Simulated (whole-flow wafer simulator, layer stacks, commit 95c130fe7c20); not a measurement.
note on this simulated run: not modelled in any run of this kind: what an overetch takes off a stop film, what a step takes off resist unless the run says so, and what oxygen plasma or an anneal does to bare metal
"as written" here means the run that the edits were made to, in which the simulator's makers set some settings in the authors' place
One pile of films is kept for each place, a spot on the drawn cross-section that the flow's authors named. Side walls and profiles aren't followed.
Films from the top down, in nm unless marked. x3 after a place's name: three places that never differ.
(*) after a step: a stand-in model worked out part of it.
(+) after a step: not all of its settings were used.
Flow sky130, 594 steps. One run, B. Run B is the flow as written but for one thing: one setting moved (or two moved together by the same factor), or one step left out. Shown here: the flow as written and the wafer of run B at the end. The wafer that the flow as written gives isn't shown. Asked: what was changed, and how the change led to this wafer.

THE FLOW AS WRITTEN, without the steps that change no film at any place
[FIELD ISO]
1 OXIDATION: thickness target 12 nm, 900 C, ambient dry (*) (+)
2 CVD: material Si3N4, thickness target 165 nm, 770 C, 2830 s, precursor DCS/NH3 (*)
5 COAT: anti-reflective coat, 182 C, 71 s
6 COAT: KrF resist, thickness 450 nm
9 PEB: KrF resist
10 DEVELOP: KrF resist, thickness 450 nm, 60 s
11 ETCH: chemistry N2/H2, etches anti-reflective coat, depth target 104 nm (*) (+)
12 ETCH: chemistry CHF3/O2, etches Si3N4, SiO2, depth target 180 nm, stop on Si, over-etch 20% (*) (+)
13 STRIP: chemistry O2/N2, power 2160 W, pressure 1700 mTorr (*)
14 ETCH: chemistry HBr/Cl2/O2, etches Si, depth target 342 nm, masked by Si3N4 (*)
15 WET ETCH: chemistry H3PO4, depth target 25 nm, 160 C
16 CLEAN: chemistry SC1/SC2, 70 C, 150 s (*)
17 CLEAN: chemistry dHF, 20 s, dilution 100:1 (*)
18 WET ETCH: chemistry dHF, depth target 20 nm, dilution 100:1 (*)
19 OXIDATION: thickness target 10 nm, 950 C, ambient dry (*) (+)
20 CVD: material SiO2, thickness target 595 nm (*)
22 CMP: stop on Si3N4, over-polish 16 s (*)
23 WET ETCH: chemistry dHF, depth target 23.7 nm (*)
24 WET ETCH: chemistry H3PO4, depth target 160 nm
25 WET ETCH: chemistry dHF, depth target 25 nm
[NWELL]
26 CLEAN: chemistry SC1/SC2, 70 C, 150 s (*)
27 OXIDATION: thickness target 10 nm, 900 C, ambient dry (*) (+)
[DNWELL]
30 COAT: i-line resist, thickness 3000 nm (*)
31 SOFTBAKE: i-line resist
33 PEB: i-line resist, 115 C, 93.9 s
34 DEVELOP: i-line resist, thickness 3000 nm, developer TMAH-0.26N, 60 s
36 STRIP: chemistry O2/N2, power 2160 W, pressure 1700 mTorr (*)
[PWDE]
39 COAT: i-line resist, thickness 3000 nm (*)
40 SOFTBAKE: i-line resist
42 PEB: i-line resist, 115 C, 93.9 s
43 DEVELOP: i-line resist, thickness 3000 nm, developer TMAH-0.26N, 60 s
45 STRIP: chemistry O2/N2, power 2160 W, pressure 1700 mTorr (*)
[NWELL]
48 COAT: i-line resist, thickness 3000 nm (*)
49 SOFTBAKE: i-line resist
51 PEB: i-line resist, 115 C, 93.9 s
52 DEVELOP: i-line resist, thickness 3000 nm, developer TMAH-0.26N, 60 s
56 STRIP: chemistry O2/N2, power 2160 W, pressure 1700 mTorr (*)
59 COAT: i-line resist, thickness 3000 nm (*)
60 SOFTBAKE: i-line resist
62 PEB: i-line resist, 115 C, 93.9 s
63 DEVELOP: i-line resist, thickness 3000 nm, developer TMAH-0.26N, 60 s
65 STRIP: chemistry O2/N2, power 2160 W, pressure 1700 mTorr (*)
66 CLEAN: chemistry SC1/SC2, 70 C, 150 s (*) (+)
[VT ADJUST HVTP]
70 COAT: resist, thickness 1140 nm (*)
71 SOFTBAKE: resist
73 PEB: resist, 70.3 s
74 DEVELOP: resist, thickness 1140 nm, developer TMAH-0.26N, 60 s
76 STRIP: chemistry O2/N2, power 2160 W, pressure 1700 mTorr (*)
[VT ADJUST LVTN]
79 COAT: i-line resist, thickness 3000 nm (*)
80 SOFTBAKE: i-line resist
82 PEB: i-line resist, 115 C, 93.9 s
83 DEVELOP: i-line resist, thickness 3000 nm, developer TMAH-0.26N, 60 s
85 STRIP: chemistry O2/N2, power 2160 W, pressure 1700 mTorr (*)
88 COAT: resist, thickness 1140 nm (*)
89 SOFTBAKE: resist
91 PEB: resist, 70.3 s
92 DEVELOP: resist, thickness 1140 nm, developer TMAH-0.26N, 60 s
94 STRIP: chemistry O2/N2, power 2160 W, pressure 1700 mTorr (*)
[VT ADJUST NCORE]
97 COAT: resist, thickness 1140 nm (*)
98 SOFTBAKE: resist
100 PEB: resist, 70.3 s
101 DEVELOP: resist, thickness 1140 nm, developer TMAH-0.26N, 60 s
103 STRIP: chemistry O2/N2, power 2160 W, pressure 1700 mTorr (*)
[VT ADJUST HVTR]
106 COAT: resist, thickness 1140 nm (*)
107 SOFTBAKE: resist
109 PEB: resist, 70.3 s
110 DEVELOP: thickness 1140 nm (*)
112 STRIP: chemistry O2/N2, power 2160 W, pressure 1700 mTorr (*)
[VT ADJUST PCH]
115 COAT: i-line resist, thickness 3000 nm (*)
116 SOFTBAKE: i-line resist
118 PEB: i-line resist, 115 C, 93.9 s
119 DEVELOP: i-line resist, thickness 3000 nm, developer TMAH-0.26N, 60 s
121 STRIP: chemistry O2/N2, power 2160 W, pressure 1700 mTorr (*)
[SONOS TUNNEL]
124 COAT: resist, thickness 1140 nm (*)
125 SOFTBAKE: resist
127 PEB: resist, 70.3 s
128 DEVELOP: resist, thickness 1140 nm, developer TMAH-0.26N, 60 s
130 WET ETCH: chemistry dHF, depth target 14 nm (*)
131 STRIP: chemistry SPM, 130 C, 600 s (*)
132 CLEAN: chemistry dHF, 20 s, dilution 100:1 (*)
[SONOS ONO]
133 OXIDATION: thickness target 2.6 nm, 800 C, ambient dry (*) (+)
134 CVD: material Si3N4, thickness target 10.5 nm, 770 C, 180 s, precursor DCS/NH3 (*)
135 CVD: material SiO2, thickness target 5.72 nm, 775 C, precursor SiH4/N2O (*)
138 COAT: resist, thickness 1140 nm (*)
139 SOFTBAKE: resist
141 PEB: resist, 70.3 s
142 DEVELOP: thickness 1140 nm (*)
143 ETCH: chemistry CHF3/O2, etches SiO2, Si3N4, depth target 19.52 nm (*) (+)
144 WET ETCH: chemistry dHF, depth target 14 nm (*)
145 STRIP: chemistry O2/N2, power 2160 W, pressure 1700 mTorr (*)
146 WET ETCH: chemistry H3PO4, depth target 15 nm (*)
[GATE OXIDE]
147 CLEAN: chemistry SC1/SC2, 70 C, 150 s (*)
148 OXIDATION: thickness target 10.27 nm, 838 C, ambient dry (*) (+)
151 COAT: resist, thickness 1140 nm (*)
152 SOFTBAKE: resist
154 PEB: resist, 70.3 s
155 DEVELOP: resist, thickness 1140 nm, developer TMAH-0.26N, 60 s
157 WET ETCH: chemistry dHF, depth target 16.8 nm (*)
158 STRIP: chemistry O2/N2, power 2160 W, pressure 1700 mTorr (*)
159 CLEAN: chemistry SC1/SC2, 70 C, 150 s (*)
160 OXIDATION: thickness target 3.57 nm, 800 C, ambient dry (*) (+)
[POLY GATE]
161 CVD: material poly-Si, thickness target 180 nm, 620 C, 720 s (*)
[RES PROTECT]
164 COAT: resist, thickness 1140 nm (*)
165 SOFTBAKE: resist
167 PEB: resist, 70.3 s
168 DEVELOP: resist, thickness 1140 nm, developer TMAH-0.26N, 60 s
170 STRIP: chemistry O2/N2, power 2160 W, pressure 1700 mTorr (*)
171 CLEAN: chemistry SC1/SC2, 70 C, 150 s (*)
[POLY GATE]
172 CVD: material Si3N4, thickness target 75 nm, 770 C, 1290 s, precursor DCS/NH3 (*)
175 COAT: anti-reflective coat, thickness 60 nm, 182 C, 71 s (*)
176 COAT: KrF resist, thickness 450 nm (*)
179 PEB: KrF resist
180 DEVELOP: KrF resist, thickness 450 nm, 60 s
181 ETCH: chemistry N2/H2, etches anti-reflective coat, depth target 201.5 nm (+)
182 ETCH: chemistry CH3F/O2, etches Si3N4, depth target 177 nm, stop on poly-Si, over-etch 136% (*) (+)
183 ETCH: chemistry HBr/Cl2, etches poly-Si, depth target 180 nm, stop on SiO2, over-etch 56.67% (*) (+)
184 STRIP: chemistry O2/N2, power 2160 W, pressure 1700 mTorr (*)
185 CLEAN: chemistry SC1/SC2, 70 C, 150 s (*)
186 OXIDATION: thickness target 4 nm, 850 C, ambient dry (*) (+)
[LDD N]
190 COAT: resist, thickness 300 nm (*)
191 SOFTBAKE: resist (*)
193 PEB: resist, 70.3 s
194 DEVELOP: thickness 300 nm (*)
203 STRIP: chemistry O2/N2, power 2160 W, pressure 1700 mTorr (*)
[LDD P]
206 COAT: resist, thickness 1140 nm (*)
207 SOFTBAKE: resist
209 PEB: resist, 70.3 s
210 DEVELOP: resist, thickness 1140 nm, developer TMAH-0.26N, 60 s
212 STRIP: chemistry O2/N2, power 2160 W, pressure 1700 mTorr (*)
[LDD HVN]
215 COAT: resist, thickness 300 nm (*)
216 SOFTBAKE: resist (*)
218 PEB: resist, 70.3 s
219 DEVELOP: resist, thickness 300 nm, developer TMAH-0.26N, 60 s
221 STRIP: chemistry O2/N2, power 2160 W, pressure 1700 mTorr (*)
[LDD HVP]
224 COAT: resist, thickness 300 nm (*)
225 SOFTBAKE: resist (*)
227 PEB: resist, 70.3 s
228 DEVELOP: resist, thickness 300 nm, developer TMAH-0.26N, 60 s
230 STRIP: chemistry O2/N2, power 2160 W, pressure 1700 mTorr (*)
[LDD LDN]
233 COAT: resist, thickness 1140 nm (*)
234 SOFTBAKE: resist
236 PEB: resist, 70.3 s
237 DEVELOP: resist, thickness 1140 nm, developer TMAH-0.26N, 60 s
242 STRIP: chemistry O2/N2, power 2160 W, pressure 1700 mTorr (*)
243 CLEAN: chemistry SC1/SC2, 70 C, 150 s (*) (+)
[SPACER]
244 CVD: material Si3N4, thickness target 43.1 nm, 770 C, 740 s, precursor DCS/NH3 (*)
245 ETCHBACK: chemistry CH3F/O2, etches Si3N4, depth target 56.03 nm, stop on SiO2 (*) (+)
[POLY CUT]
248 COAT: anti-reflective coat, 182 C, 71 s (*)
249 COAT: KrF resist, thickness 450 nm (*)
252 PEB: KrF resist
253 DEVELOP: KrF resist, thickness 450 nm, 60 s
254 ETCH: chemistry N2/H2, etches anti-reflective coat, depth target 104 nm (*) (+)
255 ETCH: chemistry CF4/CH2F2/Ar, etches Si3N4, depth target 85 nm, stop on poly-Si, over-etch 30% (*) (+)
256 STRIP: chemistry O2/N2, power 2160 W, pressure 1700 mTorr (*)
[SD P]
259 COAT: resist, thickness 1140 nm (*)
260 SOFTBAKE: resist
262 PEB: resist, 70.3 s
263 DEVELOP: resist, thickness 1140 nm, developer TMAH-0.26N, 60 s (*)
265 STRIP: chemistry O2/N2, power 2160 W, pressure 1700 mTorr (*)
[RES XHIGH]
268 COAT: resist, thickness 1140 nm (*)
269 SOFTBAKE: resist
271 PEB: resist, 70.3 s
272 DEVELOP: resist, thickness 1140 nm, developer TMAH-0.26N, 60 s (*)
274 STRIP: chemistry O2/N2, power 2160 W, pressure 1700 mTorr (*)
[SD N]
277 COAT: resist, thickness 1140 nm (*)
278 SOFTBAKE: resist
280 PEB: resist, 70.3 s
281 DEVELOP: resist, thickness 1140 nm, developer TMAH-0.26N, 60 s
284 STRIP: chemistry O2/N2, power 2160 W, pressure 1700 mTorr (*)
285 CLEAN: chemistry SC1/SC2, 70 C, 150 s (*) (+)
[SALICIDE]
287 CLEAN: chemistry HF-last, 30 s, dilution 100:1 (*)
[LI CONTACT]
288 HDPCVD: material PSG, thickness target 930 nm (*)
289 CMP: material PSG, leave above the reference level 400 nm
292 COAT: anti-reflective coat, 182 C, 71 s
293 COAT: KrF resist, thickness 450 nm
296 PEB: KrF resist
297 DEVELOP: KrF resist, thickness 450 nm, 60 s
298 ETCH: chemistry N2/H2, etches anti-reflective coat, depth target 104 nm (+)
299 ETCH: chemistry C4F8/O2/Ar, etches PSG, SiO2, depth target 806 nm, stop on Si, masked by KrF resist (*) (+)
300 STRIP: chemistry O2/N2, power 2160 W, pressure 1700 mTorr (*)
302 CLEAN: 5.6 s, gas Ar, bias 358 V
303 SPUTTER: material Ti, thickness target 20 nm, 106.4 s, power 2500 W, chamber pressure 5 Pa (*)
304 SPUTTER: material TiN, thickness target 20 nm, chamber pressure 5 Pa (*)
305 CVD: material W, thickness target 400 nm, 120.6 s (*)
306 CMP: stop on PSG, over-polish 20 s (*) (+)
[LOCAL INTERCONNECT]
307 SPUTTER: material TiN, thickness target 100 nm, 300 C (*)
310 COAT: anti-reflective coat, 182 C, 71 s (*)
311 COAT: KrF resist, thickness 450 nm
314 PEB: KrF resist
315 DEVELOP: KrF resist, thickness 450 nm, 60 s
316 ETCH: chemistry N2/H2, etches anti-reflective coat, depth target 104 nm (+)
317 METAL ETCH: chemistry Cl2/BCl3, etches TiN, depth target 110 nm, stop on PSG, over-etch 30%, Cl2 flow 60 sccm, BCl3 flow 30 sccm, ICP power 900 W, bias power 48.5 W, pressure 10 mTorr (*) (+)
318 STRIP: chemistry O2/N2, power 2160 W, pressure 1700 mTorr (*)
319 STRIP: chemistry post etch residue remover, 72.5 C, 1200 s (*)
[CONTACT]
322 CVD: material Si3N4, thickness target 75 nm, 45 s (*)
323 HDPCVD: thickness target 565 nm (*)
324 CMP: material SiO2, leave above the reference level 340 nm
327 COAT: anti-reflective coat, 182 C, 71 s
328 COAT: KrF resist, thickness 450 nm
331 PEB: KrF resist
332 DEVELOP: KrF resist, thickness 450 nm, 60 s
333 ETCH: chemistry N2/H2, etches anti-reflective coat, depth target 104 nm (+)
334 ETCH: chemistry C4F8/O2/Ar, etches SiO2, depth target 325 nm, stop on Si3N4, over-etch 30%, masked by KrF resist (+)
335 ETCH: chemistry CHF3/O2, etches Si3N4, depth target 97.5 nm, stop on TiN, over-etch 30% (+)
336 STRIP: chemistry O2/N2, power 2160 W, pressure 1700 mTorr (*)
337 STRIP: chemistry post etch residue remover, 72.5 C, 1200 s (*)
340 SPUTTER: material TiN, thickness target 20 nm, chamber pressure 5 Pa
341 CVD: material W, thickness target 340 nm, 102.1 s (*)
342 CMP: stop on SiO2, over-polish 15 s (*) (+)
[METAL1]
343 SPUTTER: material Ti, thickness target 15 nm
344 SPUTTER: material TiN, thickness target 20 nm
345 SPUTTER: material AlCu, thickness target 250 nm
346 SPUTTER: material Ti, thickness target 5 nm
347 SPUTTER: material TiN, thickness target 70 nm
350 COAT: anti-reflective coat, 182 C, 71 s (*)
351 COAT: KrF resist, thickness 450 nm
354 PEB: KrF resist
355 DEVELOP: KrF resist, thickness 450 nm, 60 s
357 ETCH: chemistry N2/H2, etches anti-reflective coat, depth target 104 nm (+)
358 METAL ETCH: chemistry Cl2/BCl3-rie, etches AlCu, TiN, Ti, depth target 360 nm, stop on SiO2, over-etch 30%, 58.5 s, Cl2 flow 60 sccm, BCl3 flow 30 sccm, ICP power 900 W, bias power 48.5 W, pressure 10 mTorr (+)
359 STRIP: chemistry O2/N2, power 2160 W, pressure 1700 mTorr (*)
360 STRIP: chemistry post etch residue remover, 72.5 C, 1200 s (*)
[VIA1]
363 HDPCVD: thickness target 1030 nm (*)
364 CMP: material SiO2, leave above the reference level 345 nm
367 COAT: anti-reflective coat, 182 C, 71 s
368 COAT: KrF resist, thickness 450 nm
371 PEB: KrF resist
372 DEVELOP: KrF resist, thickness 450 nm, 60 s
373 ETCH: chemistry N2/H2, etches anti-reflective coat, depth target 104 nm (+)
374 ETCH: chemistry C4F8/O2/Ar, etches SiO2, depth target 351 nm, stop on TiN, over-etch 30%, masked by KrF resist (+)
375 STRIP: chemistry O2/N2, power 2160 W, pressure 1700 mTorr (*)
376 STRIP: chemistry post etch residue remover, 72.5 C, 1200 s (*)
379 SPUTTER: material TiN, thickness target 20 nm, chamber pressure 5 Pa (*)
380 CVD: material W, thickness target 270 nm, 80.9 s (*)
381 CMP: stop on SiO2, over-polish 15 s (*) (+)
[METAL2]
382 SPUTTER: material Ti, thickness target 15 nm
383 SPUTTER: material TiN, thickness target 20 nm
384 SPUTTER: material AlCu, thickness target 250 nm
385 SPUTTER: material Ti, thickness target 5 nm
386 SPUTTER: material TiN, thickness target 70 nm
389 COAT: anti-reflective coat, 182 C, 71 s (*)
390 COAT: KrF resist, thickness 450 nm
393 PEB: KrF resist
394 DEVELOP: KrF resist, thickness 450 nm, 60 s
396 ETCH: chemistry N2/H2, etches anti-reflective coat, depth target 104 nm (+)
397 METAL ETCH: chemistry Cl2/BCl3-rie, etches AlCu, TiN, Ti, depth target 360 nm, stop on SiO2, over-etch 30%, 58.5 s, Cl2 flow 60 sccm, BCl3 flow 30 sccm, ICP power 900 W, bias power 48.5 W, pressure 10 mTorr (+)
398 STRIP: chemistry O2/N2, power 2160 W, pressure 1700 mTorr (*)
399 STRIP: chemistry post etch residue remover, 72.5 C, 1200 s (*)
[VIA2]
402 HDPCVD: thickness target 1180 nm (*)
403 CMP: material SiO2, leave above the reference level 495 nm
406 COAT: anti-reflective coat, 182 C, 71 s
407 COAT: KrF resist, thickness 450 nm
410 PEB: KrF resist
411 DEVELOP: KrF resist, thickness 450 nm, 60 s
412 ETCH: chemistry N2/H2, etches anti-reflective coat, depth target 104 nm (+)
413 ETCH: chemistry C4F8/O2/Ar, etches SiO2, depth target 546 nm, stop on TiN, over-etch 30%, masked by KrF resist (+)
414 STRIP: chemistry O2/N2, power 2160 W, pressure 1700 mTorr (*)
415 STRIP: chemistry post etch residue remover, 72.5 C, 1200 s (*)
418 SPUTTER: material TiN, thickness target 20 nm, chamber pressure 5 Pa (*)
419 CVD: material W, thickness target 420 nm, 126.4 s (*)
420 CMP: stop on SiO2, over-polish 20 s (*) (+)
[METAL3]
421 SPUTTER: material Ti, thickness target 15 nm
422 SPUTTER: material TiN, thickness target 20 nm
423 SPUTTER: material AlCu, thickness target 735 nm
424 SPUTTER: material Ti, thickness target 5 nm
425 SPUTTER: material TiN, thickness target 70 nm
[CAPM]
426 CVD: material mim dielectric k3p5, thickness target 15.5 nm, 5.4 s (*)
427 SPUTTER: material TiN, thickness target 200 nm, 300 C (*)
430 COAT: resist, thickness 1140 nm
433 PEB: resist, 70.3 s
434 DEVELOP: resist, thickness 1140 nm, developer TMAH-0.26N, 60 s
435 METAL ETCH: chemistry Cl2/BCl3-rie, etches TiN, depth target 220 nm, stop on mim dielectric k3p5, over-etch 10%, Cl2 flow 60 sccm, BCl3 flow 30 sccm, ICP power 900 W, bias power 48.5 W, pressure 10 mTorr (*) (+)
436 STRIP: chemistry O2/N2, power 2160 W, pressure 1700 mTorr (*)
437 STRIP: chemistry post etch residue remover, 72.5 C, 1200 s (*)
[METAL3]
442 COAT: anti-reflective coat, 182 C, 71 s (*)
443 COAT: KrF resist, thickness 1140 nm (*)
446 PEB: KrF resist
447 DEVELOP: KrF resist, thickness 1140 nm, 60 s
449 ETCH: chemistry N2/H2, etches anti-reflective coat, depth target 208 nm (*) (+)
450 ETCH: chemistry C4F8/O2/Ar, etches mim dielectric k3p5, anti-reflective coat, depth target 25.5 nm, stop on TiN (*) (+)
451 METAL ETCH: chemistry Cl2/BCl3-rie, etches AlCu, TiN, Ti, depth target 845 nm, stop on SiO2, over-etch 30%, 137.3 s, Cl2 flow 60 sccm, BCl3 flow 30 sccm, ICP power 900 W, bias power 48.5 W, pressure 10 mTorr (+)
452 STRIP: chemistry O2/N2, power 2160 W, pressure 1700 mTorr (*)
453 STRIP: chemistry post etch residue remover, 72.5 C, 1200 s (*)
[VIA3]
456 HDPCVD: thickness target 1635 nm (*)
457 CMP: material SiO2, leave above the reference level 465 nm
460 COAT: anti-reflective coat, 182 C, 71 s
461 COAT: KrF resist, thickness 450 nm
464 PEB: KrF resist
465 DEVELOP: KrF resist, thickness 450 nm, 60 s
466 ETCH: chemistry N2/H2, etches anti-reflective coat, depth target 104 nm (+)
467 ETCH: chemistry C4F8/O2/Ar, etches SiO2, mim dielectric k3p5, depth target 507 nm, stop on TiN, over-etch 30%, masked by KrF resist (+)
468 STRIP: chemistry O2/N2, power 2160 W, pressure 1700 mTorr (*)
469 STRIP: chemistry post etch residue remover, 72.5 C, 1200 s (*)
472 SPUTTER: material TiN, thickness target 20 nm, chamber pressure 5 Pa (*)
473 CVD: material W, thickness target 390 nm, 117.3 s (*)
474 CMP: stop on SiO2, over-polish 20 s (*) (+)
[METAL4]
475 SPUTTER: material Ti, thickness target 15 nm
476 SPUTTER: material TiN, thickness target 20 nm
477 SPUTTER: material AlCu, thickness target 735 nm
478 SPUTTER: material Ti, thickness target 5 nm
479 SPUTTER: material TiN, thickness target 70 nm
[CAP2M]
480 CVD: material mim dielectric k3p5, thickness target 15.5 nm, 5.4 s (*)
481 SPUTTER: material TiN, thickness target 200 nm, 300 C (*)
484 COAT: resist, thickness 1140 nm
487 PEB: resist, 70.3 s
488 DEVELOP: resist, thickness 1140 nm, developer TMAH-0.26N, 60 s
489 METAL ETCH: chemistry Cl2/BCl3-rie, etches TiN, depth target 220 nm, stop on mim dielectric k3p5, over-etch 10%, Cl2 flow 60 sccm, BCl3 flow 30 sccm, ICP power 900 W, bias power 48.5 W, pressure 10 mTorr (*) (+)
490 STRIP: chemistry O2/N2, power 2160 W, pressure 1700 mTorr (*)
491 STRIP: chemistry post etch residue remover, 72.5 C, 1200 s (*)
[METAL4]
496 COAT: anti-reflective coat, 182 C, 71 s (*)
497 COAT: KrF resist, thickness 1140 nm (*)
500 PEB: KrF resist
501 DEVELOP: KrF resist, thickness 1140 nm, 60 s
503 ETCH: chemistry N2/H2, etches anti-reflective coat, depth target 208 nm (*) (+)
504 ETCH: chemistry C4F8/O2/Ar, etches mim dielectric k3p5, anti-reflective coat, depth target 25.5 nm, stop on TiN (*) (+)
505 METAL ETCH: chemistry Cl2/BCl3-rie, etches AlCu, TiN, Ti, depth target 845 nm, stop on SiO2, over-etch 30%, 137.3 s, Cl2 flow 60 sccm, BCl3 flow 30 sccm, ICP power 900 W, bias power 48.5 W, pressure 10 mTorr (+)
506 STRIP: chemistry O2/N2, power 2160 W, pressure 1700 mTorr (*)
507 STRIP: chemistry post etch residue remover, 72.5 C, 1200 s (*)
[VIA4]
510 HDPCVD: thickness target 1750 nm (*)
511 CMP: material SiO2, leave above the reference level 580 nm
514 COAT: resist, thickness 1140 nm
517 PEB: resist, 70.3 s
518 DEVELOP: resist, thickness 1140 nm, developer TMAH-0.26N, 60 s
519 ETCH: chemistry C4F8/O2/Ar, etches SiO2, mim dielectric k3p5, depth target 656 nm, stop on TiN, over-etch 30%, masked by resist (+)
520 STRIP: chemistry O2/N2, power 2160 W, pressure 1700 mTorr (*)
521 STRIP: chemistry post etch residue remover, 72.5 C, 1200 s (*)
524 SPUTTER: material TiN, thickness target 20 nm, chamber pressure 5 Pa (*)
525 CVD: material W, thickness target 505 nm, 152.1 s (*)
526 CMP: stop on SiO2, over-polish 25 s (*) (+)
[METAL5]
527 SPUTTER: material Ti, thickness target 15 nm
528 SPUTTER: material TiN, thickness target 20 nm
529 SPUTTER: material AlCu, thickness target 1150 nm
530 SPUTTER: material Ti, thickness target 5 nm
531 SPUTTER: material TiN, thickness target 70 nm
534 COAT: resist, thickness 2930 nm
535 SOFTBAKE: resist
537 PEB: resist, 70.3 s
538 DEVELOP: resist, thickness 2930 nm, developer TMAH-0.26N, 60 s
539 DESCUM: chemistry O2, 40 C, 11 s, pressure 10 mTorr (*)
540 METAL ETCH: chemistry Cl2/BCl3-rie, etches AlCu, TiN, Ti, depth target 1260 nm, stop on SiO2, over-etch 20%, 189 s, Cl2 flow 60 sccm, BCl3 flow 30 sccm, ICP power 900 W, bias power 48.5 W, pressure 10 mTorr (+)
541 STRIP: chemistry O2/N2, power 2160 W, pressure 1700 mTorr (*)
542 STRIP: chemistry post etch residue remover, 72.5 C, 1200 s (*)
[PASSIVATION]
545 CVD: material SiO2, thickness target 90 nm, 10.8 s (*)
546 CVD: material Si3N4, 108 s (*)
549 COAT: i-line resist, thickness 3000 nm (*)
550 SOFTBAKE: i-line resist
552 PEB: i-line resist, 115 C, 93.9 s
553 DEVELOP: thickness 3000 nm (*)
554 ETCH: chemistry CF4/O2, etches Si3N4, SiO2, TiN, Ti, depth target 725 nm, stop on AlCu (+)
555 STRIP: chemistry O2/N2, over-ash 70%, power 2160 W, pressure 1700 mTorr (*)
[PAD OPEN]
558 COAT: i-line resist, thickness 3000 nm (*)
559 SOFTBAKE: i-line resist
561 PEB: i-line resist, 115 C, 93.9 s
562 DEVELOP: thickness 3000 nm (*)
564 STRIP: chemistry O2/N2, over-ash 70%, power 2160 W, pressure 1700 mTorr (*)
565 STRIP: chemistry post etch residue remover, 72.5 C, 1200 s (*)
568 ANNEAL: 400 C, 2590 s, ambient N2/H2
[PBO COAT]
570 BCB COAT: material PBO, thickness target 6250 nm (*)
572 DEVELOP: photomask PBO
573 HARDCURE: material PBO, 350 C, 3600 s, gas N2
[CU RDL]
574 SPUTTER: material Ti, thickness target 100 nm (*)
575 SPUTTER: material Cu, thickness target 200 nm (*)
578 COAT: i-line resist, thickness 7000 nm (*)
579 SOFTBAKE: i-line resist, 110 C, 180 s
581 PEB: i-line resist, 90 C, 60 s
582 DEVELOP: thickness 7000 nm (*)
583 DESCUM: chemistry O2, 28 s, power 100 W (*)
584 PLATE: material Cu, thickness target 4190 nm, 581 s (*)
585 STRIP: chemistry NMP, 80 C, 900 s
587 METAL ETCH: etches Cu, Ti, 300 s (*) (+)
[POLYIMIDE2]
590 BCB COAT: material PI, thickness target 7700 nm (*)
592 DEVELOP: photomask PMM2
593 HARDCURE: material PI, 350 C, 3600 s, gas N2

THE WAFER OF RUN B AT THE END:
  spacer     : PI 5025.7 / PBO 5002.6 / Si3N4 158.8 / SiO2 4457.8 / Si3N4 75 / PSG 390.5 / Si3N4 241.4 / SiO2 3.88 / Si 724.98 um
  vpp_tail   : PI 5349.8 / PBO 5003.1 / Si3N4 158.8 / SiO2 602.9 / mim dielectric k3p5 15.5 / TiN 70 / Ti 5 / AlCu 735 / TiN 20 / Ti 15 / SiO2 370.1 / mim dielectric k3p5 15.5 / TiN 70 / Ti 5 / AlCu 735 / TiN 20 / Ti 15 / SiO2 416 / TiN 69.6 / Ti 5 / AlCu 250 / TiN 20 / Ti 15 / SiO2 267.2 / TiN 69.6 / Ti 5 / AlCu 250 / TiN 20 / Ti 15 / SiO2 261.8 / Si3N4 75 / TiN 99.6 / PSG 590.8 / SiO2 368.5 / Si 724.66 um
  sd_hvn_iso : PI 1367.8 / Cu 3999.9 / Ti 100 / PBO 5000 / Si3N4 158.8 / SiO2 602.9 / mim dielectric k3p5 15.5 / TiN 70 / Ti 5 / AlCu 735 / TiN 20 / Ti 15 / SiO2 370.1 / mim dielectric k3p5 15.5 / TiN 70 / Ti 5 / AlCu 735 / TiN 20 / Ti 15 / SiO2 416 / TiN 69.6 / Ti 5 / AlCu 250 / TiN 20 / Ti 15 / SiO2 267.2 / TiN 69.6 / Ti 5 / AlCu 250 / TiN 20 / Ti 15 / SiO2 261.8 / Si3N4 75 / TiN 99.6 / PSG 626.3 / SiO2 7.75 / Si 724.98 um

The cause: step 540, METAL ETCH: depth target 1102 nm was run, where the flow has depth target 1260 nm; step 540, METAL ETCH: 165 s was run, where the flow has 189 s.

How the change led to this, step by step:
  540 METAL ETCH: chemistry Cl2/BCl3-rie, etches AlCu, TiN, Ti, depth target 1260 nm, stop on SiO2, over-etch 20%, 189 s, Cl2 flow 60 sccm, BCl3 flow 30 sccm, ICP power 900 W, bias power 48.5 W, pressure 10 mTorr (+)
      field, active, gate and 175 more: TiN -70 (all of it), Ti -5 (all of it), AlCu -1150 (all of it), TiN -20 (all of it), Ti -15 (all of it), SiO2 -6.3 (as written it would be: TiN -70 (all of it), Ti -5 (all of it), AlCu -1150 (all of it), TiN -20 (all of it), Ti -15 (all of it), SiO2 -25.2)
      n_well, p_well, sd_n and 12 more: resist -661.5 (as written it would be: resist -756)
  541 STRIP: chemistry O2/N2, power 2160 W, pressure 1700 mTorr (*)
      n_well, p_well, sd_n and 9 more: resist -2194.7 (all of it) (as written it would be: resist -2100.2 (all of it))
      m1, via4_hole: resist -2196.8 (all of it) (as written it would be: resist -2102.3 (all of it))
      (and at 1 more place)
  550 SOFTBAKE: i-line resist
      gate: i-line resist -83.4 (as written it would be: i-line resist -85.5)
      spacer: i-line resist -95.1 (as written it would be: i-line resist -97.5)
      (and at 24 more places)
  559 SOFTBAKE: i-line resist
      gate: i-line resist -83.4 (as written it would be: i-line resist -85.5)
      m1: i-line resist -99 (as written it would be: i-line resist -101.5)
      (and at 23 more places)
  578 COAT: i-line resist, thickness 7000 nm (*)
      pad: i-line resist +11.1 um (new film) (as written it would be: i-line resist +11.08 um (new film))
  582 DEVELOP: thickness 7000 nm (*)
      pad: i-line resist -11.1 um (all of it) (as written it would be: i-line resist -11.08 um (all of it))
